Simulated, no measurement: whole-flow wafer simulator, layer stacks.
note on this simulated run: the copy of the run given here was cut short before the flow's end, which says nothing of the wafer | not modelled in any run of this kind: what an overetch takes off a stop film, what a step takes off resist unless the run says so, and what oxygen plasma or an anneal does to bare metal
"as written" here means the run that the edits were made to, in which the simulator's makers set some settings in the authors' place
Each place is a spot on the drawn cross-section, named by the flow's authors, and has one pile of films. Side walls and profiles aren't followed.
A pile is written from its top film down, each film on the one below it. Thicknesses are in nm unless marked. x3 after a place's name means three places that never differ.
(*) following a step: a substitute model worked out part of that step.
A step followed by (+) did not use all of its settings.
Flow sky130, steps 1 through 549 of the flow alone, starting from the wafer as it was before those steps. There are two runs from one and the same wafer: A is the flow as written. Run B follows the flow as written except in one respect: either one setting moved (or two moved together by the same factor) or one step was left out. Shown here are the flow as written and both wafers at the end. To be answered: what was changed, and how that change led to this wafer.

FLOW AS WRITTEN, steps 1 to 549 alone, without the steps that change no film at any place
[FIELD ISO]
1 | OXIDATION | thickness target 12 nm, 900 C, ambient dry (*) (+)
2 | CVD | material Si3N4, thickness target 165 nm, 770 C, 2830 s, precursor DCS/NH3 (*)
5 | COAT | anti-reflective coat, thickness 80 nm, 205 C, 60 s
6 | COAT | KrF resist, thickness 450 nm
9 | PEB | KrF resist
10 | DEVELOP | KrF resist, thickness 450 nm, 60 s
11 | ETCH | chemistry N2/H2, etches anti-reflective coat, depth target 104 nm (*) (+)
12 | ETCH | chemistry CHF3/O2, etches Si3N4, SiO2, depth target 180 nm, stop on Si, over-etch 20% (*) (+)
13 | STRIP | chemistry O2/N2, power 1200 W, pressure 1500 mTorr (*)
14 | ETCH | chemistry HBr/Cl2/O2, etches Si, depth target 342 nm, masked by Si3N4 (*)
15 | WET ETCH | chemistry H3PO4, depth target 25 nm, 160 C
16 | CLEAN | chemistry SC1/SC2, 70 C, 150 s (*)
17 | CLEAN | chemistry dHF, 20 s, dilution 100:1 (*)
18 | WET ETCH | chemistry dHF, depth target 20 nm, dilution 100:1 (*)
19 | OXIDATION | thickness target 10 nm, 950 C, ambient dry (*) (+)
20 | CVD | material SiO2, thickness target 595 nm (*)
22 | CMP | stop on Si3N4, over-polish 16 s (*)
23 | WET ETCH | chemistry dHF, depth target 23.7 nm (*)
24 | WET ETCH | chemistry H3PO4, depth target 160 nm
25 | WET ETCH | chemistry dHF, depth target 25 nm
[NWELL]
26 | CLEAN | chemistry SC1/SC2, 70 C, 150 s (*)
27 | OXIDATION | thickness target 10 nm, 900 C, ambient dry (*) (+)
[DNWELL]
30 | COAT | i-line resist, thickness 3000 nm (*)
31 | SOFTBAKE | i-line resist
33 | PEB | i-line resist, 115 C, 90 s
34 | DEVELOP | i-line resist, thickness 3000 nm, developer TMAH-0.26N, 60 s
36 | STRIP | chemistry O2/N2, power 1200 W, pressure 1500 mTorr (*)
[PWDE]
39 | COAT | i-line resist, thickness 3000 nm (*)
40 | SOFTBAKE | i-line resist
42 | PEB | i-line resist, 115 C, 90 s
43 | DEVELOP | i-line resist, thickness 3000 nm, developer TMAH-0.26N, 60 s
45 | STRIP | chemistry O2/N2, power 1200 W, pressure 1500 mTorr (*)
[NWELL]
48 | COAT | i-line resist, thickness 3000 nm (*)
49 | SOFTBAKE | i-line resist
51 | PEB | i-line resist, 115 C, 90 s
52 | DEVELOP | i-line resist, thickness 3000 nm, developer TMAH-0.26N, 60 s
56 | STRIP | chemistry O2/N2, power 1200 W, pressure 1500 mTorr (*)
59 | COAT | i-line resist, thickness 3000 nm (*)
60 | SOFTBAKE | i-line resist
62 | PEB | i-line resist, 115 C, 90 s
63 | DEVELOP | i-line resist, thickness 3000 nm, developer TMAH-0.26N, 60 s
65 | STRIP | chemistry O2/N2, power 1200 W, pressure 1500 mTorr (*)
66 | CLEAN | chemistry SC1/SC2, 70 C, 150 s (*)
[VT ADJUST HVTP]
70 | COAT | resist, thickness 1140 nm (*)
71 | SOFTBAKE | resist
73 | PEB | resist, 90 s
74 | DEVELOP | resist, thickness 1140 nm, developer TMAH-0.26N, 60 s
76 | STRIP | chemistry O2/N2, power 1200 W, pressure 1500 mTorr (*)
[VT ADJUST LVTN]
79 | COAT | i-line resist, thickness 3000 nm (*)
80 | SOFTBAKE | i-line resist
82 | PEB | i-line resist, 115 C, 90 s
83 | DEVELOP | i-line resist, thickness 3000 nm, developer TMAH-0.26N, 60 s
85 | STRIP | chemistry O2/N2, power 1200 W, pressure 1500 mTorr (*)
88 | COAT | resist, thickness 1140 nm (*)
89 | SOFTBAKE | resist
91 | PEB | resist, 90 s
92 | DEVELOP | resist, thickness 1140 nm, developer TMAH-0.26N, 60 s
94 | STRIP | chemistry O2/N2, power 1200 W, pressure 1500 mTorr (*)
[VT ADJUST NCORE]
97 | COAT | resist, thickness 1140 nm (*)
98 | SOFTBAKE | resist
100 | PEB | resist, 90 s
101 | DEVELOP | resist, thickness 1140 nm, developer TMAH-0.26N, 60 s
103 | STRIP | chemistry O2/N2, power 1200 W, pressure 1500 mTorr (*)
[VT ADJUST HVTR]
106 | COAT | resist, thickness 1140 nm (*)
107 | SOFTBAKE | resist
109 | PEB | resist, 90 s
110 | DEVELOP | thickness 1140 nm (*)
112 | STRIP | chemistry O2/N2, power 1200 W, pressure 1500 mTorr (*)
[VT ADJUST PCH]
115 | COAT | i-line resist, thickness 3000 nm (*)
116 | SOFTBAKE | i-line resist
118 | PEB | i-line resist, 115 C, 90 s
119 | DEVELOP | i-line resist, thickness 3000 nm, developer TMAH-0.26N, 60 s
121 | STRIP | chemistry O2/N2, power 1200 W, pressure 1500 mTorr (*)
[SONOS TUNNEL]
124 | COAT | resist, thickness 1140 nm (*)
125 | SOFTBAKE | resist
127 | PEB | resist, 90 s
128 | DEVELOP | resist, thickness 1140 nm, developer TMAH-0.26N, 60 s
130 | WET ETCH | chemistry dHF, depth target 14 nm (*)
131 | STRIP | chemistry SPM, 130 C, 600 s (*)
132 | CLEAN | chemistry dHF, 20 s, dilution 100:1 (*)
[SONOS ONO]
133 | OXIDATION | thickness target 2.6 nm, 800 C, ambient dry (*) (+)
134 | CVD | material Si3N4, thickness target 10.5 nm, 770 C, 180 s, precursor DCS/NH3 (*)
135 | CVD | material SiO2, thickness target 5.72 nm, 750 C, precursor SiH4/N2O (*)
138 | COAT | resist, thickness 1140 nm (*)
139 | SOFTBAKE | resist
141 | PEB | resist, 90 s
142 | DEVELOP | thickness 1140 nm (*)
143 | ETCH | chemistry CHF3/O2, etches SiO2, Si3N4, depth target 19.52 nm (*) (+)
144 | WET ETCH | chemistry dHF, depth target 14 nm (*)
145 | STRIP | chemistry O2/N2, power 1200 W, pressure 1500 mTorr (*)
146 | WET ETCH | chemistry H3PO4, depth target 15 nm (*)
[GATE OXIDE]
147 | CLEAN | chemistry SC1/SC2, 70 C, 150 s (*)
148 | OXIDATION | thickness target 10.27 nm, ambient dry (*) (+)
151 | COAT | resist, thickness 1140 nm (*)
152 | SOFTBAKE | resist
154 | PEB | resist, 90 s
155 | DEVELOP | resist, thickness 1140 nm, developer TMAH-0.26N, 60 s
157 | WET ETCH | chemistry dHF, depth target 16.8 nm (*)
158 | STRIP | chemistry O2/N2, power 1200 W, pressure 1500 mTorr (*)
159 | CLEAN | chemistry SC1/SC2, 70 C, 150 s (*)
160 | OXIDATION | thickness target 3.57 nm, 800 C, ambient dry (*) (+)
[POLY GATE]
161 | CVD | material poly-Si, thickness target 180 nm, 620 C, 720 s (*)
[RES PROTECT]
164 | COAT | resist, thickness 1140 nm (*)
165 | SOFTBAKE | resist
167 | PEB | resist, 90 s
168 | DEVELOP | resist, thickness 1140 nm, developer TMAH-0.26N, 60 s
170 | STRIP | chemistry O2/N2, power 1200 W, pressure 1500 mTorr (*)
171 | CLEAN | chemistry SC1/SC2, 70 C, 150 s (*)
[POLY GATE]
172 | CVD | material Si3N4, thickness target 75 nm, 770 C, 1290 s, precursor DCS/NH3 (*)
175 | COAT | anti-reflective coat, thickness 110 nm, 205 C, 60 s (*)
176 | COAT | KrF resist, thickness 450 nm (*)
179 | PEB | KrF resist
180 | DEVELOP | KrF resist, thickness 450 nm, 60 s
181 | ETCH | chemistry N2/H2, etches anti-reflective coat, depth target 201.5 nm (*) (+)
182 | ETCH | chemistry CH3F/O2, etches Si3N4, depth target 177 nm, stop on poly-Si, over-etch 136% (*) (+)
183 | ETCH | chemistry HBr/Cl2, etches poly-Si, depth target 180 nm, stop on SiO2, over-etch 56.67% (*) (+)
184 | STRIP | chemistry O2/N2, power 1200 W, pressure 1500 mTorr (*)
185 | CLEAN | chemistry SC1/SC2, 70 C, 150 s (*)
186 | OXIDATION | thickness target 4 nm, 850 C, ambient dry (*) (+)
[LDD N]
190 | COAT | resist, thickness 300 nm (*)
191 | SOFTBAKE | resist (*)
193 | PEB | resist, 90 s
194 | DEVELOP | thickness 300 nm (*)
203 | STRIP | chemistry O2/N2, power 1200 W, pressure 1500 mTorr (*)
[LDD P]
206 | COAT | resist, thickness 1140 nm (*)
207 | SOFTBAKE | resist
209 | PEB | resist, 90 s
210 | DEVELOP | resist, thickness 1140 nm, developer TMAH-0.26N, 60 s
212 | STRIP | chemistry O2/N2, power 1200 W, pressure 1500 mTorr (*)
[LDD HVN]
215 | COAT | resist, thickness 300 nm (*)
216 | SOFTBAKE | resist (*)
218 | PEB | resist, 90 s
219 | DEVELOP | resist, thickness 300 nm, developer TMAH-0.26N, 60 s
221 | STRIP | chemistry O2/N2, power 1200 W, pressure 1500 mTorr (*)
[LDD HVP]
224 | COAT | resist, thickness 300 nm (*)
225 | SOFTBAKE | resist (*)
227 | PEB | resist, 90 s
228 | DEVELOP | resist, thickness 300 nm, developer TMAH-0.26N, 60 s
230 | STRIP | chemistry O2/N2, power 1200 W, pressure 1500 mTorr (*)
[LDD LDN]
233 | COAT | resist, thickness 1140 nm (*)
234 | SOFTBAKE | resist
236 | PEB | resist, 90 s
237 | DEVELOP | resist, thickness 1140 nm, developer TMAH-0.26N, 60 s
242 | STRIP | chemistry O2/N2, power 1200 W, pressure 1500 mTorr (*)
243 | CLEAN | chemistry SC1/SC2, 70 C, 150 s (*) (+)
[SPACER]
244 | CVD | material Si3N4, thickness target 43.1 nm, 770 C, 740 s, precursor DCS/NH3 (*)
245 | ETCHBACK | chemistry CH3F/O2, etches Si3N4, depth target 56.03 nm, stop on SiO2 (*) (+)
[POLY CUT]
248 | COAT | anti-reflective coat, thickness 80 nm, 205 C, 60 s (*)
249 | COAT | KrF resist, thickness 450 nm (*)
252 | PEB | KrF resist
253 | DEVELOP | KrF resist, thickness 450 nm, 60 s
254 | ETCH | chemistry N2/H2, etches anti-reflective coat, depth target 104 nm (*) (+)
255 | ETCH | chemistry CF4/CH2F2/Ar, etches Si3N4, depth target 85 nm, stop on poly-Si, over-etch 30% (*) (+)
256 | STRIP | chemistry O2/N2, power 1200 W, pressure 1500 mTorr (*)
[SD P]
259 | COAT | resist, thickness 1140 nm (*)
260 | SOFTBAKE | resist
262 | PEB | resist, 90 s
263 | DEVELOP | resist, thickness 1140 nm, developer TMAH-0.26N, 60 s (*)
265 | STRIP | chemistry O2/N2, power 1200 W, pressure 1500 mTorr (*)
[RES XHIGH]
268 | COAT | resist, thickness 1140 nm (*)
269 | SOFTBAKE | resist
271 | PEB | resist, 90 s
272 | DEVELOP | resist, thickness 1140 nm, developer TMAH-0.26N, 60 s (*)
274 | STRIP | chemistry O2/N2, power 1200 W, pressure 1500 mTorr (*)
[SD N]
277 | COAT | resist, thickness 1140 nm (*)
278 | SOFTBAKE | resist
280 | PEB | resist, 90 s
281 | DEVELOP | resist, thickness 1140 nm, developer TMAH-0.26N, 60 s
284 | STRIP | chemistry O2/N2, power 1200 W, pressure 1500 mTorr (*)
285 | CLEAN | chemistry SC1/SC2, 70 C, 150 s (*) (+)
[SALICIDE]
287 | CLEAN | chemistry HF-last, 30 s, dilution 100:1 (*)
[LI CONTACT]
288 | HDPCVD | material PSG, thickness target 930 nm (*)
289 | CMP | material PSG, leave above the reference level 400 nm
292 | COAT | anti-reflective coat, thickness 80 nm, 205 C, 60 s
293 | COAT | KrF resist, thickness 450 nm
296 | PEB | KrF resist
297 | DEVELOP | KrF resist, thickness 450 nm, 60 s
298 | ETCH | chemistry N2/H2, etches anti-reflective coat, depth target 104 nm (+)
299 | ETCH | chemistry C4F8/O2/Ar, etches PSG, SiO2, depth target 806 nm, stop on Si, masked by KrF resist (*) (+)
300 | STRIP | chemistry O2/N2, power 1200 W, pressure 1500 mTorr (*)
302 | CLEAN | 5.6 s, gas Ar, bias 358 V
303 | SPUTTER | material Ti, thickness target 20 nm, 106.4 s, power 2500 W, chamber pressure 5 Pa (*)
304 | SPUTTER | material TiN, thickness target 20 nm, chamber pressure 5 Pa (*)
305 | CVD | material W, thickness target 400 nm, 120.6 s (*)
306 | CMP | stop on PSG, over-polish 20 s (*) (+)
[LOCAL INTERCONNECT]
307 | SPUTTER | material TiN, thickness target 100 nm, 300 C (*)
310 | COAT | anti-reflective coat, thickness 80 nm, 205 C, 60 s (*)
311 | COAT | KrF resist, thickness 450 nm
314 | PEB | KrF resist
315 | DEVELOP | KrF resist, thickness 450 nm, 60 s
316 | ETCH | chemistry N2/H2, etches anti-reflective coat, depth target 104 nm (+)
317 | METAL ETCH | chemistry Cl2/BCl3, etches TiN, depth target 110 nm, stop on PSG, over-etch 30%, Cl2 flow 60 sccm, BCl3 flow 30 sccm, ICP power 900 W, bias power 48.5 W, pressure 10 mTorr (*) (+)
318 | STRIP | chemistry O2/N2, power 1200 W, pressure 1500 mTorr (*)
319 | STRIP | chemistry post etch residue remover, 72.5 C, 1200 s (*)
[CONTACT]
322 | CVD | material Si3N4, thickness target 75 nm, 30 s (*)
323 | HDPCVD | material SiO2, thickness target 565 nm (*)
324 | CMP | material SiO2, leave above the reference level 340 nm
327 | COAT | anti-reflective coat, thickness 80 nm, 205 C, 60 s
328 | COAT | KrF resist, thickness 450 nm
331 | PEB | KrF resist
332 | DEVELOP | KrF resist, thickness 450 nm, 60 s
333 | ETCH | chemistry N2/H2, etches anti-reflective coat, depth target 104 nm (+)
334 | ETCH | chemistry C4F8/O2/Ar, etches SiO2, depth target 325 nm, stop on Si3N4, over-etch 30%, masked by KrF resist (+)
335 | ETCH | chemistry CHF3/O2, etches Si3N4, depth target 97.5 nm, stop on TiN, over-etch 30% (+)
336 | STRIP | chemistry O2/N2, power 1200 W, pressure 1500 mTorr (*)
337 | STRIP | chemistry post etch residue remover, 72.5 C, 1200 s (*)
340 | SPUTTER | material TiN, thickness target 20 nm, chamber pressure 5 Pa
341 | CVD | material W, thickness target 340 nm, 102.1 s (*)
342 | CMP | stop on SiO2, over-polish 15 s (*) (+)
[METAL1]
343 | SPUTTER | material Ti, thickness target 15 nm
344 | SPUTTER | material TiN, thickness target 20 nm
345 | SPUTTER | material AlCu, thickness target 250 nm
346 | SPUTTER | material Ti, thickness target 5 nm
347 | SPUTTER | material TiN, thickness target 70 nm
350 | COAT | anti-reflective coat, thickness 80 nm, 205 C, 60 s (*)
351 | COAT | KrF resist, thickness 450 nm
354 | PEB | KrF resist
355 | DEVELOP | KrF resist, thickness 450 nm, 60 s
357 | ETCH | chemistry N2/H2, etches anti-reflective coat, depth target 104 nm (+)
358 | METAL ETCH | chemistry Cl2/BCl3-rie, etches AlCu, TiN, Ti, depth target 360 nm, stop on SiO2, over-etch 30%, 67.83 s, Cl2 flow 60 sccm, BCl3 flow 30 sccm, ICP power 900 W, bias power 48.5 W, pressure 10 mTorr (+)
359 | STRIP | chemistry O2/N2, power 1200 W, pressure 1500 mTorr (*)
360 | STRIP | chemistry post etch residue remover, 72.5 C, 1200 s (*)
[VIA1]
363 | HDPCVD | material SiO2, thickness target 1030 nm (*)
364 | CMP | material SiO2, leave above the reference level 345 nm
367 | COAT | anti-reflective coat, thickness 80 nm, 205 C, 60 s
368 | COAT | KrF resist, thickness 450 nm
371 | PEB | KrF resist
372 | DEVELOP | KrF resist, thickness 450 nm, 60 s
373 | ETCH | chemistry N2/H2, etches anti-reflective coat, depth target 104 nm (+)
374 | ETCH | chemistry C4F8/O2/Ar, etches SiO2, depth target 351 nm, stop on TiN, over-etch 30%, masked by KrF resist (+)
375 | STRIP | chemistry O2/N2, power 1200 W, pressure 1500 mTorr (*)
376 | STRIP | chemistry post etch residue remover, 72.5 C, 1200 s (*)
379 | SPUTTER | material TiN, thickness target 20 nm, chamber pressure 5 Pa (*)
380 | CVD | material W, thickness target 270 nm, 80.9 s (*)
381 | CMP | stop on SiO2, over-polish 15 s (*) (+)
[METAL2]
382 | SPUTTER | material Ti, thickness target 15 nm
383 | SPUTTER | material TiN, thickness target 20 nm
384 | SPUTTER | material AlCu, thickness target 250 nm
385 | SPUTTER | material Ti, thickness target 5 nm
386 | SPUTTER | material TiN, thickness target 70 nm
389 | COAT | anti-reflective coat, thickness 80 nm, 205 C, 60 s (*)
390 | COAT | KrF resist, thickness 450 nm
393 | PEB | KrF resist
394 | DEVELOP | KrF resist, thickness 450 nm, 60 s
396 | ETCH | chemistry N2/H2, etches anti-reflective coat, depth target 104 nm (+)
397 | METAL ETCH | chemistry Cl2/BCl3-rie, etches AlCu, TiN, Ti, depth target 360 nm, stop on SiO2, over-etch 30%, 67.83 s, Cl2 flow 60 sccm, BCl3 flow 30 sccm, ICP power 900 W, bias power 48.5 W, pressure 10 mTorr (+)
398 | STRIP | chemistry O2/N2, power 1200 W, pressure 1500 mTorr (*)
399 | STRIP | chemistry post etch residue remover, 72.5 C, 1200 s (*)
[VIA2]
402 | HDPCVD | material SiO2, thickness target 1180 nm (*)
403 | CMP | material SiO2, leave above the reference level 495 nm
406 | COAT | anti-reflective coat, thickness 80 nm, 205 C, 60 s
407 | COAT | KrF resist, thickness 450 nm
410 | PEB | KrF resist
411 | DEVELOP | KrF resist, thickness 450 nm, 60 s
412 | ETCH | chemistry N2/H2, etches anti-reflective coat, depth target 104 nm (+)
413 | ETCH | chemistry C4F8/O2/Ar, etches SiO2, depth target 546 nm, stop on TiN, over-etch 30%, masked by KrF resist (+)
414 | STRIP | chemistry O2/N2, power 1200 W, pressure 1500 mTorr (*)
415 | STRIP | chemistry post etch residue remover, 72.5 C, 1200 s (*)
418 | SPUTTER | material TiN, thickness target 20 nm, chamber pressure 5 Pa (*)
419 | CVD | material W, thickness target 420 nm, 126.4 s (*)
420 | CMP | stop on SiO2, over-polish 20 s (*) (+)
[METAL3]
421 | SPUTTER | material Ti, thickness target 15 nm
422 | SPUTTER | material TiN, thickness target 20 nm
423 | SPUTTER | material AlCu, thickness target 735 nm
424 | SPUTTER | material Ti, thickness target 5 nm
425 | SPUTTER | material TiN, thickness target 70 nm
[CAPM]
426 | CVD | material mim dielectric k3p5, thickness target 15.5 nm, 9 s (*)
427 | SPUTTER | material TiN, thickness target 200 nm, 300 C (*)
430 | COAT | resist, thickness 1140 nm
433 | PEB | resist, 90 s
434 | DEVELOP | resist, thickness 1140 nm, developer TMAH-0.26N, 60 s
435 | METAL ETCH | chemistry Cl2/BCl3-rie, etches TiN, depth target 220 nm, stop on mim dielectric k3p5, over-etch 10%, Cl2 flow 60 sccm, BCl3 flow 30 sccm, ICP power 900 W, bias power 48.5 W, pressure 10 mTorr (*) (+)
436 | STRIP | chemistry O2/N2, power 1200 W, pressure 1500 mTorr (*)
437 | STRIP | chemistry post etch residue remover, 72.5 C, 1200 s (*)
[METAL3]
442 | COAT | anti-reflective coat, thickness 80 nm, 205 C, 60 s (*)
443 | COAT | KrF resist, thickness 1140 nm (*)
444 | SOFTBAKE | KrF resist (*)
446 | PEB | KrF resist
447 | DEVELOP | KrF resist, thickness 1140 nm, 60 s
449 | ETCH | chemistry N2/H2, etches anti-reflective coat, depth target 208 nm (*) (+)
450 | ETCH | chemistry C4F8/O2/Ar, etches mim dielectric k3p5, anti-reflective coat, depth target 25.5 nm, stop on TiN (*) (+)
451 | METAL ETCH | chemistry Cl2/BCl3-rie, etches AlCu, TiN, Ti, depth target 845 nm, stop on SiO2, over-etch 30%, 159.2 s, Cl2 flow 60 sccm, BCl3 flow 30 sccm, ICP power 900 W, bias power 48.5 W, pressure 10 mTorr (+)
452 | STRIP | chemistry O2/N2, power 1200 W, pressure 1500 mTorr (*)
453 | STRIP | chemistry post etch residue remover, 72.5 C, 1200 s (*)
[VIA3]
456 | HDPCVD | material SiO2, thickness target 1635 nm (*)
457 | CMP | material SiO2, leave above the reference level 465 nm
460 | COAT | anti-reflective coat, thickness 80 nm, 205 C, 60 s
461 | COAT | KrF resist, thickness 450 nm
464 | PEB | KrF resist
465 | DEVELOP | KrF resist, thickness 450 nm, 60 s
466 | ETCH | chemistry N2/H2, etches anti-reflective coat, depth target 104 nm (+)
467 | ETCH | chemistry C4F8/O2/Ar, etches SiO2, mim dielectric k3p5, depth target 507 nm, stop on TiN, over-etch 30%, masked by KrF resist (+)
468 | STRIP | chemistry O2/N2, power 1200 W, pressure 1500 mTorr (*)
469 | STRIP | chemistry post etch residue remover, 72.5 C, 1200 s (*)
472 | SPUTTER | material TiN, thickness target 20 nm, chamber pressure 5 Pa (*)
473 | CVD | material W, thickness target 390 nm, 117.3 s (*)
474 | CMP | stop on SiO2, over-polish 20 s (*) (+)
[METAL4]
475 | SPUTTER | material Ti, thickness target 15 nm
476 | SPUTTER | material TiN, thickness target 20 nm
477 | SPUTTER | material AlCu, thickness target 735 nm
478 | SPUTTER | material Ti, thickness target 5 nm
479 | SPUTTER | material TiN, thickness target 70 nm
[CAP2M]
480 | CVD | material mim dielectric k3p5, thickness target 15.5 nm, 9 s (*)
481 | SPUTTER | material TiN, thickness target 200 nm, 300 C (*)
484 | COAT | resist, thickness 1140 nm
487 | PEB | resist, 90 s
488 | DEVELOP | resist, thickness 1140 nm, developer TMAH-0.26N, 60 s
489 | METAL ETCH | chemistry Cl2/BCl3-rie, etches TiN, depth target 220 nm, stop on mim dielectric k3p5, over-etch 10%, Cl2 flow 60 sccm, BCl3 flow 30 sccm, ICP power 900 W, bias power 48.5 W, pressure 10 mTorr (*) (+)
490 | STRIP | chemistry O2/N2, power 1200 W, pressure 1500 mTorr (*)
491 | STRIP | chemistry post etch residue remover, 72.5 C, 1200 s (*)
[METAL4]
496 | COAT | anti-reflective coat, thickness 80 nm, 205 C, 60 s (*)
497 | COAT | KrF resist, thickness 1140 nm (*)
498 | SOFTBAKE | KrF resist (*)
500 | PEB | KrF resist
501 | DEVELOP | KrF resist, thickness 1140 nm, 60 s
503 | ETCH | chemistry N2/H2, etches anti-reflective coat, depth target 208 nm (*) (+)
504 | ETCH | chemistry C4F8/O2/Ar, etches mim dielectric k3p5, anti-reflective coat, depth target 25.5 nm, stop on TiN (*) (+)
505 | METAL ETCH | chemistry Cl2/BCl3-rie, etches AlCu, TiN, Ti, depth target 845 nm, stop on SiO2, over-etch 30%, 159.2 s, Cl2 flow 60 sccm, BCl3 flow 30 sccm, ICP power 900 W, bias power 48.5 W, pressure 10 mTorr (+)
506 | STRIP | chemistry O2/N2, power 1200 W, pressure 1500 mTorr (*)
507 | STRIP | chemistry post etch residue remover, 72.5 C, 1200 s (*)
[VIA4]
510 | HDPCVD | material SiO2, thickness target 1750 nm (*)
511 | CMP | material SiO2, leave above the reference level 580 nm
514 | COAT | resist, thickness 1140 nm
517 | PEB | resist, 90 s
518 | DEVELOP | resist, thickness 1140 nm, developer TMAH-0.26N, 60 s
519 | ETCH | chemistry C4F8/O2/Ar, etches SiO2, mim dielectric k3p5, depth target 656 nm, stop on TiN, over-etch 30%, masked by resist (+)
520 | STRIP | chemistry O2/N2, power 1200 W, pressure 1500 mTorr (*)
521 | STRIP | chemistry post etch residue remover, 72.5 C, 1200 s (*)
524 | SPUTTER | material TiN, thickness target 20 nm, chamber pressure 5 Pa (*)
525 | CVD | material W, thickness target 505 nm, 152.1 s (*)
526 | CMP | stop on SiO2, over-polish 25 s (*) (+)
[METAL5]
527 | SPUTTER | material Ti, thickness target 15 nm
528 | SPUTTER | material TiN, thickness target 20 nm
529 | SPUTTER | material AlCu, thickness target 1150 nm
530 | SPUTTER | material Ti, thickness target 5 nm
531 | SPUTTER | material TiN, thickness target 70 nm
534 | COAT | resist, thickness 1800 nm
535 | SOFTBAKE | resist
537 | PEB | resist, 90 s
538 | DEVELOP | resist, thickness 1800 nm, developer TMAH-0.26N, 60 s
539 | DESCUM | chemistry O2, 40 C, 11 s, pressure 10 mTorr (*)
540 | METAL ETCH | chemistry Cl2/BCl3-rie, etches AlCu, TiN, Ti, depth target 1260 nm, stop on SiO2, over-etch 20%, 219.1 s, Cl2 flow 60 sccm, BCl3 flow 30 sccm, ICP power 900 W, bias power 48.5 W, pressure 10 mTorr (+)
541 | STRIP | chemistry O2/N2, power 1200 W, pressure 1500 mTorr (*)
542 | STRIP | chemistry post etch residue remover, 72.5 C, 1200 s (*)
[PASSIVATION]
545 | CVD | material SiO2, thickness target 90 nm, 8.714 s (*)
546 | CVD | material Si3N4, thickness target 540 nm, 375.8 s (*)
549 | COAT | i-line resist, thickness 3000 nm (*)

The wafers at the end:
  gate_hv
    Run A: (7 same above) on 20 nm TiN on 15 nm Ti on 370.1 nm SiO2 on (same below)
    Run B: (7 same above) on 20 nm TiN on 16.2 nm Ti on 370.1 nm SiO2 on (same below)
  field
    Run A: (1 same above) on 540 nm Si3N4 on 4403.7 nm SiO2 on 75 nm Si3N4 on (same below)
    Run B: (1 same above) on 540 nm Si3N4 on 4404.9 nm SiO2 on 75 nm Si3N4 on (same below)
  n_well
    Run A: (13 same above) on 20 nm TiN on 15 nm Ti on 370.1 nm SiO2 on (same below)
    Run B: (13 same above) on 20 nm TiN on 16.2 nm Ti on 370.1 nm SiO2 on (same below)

What caused this: step 475, SPUTTER: thickness target 16.2 nm was run, whereas the flow has thickness target 15 nm.
The wafer itself shows it: gate_hv has Ti 16.2, and step 475 as written asks for 15 nm.

How this came from the change, step by step:
  475 | SPUTTER | material Ti, thickness target 15 nm
      field, active, n_well and 189 more: A +15 Ti (new film) | B +16.2 Ti (new film)
  505 | METAL ETCH | chemistry Cl2/BCl3-rie, etches AlCu, TiN, Ti, depth target 845 nm, stop on SiO2, over-etch 30%, 159.2 s, Cl2 flow 60 sccm, BCl3 flow 30 sccm, ICP power 900 W, bias power 48.5 W, pressure 10 mTorr (+)
      field, active, gate and 70 more: A -70 TiN (all of it), -5 Ti (all of it), -735 AlCu (all of it), -20 TiN (all of it), -15 Ti (all of it), -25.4 SiO2 | B -70 TiN (all of it), -5 Ti (all of it), -735 AlCu (all of it), -20 TiN (all of it), -16.2 Ti (all of it), -25.2 SiO2
      vpp_iso1, mim_edge_plate, m1_ln and 12 more: A -70 TiN (all of it), -5 Ti (all of it), -735 AlCu (all of it), -20 TiN (all of it), -15 Ti (all of it), -25.3 SiO2 | B -70 TiN (all of it), -5 Ti (all of it), -735 AlCu (all of it), -20 TiN (all of it), -16.2 Ti (all of it), -25.2 SiO2
